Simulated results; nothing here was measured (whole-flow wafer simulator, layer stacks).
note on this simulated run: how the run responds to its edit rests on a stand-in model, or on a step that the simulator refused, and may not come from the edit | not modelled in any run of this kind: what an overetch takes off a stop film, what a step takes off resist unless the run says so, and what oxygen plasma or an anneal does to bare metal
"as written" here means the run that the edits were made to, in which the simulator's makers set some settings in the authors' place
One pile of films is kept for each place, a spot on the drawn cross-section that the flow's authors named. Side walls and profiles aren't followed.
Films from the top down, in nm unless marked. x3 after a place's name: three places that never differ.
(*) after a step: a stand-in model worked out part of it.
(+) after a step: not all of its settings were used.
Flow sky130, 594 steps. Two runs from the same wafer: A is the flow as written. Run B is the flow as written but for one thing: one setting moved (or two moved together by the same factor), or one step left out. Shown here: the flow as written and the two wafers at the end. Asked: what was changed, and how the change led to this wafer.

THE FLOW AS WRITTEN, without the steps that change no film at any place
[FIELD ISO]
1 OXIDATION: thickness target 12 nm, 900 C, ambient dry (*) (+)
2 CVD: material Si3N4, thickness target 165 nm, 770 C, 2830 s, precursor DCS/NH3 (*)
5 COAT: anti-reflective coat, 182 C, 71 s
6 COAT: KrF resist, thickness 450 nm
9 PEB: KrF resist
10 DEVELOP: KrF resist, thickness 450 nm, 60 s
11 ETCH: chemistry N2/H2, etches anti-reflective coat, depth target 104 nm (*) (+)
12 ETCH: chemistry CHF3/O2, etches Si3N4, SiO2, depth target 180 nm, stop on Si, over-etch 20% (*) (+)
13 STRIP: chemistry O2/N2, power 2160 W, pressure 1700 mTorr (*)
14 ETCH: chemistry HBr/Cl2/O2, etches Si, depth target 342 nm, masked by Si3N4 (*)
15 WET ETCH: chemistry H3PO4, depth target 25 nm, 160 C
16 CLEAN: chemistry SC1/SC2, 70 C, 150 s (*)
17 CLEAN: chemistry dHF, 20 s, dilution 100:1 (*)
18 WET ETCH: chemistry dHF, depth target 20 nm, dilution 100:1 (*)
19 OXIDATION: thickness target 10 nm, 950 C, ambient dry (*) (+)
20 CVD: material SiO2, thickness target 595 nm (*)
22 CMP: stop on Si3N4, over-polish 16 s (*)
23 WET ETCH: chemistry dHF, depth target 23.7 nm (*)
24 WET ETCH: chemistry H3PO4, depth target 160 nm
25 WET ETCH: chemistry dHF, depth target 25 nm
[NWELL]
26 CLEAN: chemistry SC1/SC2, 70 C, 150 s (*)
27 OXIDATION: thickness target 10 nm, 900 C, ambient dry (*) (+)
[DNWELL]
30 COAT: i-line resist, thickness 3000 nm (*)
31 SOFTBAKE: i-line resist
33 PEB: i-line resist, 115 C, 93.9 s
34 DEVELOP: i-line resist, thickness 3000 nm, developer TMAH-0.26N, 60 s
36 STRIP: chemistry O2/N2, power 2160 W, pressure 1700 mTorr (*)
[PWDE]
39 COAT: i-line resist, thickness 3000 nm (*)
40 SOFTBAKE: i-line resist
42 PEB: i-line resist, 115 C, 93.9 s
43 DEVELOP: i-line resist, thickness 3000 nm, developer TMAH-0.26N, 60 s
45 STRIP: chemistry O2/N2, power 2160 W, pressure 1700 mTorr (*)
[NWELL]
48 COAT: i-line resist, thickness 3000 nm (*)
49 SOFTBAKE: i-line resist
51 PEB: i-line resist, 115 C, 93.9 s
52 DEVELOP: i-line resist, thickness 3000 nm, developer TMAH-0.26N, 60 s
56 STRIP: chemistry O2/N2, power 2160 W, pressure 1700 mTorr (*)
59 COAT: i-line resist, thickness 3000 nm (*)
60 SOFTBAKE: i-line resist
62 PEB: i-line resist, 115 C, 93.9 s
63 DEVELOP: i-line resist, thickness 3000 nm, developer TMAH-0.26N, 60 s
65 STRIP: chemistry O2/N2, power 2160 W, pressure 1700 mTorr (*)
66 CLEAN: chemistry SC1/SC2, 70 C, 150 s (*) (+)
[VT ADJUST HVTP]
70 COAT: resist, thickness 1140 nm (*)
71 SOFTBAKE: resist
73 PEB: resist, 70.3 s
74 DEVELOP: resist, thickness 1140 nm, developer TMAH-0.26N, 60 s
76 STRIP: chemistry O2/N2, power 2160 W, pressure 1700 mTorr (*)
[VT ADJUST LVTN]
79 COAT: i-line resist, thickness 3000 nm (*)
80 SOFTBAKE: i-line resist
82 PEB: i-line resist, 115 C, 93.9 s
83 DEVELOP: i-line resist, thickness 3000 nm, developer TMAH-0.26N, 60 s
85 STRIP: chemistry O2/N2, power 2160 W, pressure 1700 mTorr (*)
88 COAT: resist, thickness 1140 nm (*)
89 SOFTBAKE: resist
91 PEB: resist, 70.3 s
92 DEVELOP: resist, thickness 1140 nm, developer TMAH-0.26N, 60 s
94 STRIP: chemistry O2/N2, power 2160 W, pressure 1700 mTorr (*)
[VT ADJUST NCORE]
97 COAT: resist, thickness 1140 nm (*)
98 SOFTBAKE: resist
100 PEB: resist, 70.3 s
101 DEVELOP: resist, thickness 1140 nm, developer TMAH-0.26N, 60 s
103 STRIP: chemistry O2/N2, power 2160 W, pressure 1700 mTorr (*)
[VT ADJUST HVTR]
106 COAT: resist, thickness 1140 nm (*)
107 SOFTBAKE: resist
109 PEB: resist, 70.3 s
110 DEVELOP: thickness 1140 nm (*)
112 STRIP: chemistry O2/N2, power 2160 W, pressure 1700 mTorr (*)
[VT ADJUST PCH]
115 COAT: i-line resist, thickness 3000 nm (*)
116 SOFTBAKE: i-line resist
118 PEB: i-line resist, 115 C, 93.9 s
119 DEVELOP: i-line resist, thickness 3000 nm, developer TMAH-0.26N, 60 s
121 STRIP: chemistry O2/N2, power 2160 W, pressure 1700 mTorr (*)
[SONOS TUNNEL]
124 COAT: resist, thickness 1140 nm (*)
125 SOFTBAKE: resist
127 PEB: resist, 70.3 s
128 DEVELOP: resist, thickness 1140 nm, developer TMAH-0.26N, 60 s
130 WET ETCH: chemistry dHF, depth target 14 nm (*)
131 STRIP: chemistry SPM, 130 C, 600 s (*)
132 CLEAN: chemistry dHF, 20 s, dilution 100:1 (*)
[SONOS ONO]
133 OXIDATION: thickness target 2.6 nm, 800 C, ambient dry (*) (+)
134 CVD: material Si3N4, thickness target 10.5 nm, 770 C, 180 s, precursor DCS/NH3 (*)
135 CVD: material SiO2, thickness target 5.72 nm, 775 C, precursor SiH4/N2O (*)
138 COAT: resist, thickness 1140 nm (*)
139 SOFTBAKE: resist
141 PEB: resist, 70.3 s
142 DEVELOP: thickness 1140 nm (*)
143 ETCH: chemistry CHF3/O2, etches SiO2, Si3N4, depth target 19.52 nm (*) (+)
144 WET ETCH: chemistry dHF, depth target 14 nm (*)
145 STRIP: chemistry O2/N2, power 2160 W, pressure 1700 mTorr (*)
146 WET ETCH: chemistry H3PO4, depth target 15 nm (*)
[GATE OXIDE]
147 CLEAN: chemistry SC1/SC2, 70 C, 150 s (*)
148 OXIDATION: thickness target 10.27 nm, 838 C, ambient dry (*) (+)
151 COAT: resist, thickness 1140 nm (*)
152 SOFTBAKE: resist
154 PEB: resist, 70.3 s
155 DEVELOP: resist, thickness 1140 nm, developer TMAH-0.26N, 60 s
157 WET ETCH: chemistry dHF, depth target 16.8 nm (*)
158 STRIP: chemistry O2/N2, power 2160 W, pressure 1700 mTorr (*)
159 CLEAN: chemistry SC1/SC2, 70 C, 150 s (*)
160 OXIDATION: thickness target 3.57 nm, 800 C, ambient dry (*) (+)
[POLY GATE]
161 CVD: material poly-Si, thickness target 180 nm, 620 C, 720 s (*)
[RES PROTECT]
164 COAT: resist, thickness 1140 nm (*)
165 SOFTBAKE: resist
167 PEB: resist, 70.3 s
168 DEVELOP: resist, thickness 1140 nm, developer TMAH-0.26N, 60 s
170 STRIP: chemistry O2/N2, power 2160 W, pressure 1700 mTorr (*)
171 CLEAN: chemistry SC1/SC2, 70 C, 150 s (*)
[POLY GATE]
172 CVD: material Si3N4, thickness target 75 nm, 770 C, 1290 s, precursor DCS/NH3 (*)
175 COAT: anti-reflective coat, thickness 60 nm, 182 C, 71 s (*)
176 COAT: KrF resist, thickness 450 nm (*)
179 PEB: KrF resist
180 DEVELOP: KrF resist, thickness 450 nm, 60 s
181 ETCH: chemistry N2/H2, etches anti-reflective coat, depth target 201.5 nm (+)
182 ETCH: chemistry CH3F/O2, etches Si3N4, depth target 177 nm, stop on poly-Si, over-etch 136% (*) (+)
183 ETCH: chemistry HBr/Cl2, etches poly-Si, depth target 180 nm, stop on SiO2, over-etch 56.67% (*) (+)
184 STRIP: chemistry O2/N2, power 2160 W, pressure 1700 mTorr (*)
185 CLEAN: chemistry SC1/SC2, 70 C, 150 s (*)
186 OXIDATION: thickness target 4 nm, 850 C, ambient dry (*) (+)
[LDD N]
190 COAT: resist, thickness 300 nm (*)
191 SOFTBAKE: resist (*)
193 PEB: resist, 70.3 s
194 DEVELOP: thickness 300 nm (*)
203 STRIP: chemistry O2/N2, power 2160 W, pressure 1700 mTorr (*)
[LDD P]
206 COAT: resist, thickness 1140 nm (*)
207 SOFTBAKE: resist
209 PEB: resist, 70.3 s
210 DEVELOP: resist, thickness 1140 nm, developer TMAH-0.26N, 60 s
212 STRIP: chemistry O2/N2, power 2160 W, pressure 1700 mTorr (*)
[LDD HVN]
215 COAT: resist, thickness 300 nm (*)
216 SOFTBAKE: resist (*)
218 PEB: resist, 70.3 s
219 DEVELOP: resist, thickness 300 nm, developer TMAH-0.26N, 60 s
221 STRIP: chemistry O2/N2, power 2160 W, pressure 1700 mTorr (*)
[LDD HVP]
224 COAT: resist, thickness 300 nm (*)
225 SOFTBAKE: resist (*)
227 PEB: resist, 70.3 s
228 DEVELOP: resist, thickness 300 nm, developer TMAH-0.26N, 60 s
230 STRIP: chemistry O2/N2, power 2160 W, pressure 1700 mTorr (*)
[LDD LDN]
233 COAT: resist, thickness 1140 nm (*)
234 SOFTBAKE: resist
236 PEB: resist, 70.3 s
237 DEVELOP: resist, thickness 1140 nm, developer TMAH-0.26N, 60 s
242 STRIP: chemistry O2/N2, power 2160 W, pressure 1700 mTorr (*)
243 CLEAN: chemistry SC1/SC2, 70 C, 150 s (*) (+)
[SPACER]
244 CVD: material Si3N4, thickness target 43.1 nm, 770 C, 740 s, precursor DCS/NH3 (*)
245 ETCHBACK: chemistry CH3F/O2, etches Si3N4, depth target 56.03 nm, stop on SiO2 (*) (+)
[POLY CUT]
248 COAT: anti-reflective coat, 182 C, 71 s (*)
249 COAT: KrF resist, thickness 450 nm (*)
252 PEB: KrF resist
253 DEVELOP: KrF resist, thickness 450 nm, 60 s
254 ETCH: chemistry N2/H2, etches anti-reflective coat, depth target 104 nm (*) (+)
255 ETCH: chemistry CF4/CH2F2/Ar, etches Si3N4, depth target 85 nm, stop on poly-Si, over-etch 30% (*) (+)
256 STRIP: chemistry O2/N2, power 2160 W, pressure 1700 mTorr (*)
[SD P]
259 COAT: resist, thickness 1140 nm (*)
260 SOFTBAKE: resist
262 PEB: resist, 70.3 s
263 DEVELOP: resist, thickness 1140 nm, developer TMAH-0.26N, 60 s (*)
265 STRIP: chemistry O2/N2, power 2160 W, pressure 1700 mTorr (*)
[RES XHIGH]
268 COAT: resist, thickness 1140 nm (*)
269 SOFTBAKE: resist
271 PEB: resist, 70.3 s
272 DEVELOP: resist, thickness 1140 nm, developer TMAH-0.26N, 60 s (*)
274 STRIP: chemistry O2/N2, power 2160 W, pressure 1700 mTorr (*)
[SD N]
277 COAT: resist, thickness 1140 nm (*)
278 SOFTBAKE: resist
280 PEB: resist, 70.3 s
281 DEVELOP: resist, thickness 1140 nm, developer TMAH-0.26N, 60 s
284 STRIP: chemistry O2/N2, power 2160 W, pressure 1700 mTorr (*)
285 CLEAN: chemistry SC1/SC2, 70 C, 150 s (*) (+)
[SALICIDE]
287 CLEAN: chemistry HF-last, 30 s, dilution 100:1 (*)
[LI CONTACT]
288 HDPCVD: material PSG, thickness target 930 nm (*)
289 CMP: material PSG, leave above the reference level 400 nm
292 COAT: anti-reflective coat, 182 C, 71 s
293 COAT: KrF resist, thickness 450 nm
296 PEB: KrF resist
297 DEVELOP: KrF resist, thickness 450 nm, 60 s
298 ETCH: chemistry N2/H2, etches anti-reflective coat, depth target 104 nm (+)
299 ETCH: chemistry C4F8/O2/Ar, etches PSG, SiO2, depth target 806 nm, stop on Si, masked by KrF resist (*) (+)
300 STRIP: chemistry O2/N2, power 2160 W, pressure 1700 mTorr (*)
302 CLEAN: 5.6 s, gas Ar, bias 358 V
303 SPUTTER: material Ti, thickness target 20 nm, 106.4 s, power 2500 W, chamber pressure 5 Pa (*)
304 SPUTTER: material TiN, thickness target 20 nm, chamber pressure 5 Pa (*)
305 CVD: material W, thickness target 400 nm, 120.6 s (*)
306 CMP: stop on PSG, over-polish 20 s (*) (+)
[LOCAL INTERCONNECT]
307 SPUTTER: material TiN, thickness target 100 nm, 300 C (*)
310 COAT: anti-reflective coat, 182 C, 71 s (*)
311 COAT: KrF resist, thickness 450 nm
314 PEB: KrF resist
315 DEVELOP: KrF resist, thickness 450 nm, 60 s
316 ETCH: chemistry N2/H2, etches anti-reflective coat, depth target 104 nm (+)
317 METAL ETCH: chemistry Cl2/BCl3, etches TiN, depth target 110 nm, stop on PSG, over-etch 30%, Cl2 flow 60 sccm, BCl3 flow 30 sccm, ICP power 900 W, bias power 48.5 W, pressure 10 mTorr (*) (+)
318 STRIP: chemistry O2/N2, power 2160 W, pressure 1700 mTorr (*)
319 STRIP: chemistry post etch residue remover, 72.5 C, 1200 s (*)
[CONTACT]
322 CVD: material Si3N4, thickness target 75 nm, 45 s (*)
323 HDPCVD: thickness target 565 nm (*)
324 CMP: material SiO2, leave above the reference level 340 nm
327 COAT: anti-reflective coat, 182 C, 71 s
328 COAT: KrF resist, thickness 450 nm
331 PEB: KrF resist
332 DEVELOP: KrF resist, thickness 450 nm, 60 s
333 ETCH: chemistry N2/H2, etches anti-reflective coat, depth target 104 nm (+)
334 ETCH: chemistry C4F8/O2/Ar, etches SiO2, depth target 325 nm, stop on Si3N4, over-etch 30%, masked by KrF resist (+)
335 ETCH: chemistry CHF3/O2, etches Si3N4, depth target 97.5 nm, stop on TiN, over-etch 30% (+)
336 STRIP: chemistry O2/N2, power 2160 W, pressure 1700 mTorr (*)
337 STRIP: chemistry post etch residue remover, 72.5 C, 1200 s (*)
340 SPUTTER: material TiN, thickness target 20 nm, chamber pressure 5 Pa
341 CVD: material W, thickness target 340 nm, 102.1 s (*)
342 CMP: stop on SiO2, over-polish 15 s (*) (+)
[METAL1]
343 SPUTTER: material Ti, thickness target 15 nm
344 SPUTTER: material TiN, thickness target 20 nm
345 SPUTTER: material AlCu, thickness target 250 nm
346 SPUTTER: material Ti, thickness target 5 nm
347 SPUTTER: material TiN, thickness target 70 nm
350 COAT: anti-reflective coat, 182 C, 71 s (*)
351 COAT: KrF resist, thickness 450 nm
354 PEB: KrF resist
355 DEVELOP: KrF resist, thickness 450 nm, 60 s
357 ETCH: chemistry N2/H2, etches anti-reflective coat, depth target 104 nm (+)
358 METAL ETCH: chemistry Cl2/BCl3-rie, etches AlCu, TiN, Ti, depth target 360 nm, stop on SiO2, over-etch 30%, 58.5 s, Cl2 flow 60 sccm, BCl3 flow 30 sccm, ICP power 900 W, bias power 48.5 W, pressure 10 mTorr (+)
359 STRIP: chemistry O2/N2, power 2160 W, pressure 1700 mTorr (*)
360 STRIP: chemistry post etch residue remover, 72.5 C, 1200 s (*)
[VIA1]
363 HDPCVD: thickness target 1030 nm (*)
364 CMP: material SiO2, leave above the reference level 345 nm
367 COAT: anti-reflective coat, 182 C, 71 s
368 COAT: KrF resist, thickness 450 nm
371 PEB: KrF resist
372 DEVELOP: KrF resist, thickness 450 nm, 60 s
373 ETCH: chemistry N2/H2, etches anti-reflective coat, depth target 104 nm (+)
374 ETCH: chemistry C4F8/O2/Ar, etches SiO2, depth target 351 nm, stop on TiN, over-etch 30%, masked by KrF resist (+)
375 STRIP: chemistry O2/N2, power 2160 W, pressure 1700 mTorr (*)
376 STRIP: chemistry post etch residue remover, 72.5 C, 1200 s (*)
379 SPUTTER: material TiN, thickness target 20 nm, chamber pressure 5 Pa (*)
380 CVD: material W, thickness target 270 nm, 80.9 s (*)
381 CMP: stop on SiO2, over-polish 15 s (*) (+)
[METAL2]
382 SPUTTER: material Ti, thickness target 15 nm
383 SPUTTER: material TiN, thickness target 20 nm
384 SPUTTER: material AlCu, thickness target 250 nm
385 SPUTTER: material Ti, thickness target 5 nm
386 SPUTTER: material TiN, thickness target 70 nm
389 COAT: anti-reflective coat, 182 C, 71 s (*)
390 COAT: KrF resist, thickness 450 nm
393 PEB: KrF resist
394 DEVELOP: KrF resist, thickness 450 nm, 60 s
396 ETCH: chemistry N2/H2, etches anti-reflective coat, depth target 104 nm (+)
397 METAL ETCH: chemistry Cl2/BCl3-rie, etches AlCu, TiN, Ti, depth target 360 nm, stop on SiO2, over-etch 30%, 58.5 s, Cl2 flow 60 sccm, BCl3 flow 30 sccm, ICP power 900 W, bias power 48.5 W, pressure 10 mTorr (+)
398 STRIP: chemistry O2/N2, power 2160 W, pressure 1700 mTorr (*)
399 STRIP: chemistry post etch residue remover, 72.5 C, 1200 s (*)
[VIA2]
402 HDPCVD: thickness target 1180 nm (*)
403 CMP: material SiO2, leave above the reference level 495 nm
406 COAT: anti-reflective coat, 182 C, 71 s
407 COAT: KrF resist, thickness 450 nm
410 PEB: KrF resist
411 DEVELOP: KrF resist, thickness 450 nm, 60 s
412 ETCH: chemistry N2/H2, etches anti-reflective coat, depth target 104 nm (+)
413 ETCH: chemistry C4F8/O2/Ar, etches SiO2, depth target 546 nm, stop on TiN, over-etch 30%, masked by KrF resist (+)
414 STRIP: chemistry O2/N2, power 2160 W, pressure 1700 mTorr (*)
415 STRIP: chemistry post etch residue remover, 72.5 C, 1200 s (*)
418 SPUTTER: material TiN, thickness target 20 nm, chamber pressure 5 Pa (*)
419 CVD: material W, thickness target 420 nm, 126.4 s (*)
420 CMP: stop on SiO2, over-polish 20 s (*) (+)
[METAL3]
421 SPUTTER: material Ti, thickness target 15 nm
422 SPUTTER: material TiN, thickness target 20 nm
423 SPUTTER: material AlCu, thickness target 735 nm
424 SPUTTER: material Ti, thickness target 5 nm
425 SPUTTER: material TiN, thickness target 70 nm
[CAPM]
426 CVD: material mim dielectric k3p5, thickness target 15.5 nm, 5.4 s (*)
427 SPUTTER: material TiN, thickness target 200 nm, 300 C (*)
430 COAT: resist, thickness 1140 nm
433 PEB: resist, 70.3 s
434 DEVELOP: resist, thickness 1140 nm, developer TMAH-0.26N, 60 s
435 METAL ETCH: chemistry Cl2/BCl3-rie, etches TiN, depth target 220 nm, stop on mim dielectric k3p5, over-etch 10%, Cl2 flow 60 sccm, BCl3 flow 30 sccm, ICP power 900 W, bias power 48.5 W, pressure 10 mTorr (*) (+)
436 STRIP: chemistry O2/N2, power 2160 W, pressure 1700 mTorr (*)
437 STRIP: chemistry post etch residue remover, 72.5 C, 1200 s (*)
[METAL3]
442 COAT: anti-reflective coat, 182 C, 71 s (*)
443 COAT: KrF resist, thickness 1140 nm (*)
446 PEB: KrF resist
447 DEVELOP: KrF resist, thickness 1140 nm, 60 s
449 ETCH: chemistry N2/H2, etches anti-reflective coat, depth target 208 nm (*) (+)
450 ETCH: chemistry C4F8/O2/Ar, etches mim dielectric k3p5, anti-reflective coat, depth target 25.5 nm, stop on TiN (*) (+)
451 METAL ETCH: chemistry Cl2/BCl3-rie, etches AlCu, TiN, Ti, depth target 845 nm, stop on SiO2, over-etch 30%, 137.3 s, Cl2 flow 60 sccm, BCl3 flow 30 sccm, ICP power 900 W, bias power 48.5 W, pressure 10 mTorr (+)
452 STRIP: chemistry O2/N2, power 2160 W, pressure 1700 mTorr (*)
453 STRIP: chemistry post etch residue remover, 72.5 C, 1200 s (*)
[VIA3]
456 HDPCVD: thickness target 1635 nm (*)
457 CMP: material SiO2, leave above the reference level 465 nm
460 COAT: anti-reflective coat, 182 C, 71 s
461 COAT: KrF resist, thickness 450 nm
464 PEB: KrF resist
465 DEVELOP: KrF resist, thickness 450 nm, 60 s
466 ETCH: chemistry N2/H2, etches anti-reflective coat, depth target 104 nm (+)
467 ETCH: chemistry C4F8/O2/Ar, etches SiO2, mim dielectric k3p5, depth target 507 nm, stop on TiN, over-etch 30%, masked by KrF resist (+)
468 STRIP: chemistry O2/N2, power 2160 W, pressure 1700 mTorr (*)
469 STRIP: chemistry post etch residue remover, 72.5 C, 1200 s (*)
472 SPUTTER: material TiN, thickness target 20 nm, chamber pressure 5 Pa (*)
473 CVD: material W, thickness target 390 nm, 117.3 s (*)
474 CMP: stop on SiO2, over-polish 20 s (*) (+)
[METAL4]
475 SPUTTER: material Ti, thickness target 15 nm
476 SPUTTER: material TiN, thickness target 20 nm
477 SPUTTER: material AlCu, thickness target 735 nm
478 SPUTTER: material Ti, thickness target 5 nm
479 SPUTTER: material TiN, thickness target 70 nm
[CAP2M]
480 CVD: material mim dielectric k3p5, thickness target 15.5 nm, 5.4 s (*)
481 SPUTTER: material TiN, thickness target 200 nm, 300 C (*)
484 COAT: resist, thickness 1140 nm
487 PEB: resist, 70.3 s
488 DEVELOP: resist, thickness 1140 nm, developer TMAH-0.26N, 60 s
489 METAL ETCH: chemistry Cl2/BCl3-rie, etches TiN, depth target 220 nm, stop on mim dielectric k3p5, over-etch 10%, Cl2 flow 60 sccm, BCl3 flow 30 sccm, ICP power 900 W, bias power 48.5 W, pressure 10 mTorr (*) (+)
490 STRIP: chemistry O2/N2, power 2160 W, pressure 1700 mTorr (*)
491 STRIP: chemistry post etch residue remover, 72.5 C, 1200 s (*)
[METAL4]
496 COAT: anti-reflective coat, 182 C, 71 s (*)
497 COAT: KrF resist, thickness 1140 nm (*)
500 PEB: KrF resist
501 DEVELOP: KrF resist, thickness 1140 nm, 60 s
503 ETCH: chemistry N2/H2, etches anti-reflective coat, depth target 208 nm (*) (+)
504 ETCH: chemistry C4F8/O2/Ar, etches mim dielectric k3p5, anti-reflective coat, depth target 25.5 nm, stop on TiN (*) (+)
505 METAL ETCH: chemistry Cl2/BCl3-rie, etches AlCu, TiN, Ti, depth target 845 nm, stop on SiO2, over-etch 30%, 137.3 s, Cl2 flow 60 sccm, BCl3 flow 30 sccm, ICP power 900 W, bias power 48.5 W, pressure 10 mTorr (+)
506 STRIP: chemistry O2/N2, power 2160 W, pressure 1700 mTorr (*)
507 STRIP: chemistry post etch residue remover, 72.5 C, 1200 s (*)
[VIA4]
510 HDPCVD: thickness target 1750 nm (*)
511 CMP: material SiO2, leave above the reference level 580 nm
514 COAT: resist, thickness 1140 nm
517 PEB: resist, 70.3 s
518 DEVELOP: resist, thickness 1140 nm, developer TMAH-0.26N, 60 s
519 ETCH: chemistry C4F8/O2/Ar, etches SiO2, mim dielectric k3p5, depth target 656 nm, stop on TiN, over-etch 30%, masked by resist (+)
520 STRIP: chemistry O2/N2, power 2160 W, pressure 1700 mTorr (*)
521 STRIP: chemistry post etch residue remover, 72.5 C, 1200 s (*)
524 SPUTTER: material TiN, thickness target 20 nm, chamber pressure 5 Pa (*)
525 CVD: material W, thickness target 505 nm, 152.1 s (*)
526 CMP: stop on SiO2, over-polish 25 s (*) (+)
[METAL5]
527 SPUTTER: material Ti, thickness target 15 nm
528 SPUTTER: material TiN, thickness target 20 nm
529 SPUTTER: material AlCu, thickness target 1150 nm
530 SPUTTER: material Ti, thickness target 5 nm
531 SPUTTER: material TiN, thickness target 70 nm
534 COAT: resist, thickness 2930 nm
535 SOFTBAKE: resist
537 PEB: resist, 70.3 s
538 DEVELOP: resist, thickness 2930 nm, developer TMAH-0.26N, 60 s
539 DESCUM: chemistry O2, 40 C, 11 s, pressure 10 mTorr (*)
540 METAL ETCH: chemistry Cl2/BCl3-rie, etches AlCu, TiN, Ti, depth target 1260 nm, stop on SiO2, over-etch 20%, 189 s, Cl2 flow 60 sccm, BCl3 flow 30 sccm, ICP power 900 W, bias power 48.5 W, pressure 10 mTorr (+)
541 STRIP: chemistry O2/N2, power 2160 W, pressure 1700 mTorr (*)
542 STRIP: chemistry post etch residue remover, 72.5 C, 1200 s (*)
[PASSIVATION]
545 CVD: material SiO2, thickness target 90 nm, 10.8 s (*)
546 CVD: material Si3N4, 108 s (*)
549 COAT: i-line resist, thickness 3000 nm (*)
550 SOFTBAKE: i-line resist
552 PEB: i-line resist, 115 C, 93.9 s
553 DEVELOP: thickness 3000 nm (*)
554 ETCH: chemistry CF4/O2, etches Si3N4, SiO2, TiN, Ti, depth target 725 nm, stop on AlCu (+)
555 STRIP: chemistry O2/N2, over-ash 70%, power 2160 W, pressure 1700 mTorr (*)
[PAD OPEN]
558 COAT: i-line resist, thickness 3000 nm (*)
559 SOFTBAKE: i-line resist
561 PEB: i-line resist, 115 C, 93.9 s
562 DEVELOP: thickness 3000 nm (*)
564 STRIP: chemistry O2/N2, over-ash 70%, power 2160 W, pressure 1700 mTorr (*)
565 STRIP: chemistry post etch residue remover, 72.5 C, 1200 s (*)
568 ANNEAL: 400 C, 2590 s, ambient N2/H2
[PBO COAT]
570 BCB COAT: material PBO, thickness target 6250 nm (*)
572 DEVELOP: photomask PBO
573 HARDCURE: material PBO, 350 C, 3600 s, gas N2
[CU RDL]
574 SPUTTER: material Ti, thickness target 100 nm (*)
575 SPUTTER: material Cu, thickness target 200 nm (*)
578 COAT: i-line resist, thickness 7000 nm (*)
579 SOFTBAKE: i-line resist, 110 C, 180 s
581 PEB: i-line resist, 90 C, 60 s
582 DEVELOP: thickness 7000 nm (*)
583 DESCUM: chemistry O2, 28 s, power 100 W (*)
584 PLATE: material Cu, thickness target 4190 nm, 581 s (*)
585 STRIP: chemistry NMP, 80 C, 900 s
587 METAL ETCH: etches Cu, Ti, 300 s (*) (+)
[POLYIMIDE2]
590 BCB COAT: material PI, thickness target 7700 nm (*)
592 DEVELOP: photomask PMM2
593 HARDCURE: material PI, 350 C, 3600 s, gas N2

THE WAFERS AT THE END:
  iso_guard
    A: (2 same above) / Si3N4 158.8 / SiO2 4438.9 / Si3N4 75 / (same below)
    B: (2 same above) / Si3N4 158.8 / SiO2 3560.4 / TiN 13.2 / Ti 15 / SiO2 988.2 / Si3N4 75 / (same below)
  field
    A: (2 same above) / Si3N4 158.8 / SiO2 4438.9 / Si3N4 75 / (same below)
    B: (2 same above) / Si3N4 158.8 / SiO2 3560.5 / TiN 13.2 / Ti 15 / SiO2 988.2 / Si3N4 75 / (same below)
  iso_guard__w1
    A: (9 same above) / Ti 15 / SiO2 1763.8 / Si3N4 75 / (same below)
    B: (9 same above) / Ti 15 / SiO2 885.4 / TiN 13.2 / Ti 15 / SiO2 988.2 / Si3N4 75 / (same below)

The cause: step 384, SPUTTER: thickness target 388 nm was run, where the flow has thickness target 250 nm.

How the change led to this, step by step:
  384 SPUTTER: material AlCu, thickness target 250 nm
      field, active, n_well and 188 more: A AlCu +250 (new film) | B AlCu +388 (new film)
  397 METAL ETCH: chemistry Cl2/BCl3-rie, etches AlCu, TiN, Ti, depth target 360 nm, stop on SiO2, over-etch 30%, 58.5 s, Cl2 flow 60 sccm, BCl3 flow 30 sccm, ICP power 900 W, bias power 48.5 W, pressure 10 mTorr (+)
      iso_guard, vpp_sp, vpp_guard and 75 more: A TiN -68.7 (all of it), Ti -5 (all of it), AlCu -250 (all of it), TiN -20 (all of it), Ti -15 (all of it), SiO2 -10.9 | B TiN -68.7 (all of it), Ti -5 (all of it), AlCu -388 (all of it), TiN -6.33
      field, active, gate, spacer, sonos_cell, sonos_guard, sonos_guard_hv: A TiN -68.7 (all of it), Ti -5 (all of it), AlCu -250 (all of it), TiN -20 (all of it), Ti -15 (all of it), SiO2 -10.9 | B TiN -68.7 (all of it), Ti -5 (all of it), AlCu -388 (all of it), TiN -6.34
  402 HDPCVD: thickness target 1180 nm (*)
      field, active, gate and 82 more: A SiO2 +1180 | B SiO2 +1180 (new film)
  403 CMP: material SiO2, leave above the reference level 495 nm
      field, active, gate and 82 more: A SiO2 -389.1 | B SiO2 -290.2
Counting metal films that touch as one body, iso_guard has 1 body; the flow as written gives 0 bodies.
Counting metal films that touch as one body, field has 1 body; the flow as written gives 0 bodies.
Counting metal films that touch as one body, iso_guard__w1 has 2 bodies (between them, from the top down: SiO2 885.4); the flow as written gives 1 body.
